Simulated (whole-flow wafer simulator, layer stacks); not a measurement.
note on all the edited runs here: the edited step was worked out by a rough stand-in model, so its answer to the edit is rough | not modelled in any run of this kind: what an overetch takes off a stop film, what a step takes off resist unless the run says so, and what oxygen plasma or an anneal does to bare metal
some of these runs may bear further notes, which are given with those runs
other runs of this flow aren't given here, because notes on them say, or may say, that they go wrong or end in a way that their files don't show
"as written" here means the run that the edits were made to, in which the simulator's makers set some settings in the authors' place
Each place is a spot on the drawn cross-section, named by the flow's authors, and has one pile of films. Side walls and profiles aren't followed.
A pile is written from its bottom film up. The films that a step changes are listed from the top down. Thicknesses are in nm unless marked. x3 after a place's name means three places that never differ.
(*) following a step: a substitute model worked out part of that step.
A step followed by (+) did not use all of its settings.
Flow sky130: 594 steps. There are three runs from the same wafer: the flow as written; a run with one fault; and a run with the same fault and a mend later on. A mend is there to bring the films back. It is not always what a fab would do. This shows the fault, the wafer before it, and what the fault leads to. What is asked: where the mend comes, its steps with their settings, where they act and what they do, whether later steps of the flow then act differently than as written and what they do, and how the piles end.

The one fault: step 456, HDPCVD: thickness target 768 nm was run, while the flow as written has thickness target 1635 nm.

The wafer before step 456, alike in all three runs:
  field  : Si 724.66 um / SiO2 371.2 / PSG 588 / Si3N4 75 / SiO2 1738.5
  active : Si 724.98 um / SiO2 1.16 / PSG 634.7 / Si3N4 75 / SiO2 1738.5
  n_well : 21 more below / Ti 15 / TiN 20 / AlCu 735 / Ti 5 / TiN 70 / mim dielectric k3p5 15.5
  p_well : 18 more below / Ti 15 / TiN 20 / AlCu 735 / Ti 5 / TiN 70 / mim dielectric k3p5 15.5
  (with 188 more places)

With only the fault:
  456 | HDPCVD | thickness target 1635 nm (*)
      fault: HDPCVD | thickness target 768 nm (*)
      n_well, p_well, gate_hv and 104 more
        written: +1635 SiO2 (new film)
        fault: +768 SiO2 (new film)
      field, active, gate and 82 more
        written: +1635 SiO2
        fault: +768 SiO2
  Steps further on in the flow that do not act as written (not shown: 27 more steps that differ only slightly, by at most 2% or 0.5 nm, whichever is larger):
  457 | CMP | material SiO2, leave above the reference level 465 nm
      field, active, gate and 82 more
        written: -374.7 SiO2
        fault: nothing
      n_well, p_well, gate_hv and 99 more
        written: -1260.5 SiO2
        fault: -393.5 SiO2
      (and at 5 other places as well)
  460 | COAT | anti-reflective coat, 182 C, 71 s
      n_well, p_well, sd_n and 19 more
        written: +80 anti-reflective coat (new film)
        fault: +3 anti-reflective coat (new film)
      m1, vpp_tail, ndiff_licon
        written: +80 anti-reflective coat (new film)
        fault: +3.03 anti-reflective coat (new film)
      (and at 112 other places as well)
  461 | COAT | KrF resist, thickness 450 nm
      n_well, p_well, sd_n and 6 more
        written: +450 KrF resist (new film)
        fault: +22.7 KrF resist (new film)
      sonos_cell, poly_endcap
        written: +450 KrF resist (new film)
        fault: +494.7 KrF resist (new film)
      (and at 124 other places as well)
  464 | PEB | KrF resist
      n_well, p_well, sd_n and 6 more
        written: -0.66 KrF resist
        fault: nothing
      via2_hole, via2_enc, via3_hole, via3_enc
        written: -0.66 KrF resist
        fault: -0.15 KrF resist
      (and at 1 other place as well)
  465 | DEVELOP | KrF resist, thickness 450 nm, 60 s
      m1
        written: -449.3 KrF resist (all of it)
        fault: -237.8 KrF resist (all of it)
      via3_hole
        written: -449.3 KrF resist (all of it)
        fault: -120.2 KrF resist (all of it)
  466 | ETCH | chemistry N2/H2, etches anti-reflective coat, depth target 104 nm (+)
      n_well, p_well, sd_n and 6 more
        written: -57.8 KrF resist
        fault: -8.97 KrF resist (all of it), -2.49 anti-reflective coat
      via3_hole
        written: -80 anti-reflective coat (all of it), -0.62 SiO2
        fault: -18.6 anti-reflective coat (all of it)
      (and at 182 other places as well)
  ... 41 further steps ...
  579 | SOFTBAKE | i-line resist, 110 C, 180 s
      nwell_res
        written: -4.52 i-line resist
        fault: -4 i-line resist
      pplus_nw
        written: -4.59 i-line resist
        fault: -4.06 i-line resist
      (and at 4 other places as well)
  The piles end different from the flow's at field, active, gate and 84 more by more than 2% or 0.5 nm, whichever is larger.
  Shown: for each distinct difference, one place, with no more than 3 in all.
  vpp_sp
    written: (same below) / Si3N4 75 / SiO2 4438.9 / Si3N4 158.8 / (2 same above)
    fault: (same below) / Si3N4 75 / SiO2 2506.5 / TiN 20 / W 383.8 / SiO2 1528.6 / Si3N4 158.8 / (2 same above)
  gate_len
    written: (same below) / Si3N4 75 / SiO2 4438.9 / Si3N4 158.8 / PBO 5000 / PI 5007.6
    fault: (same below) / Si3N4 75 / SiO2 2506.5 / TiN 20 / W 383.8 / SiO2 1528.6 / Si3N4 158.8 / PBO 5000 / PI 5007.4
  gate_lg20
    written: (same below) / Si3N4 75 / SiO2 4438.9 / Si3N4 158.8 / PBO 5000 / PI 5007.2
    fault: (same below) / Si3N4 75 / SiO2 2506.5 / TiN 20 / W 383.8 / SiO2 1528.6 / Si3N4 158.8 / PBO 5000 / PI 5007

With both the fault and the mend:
  After step 456 comes the mend.
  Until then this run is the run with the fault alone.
  456a | HDPCVD | thickness target 867 nm (*) (a further turn of the flow's step 456, with different settings)
      field, active, n_well and 189 more
        +867 SiO2
  Later steps of the flow that are run all act as written at every place that is followed.
  At every place that both follow, the piles at the end match the flow's.
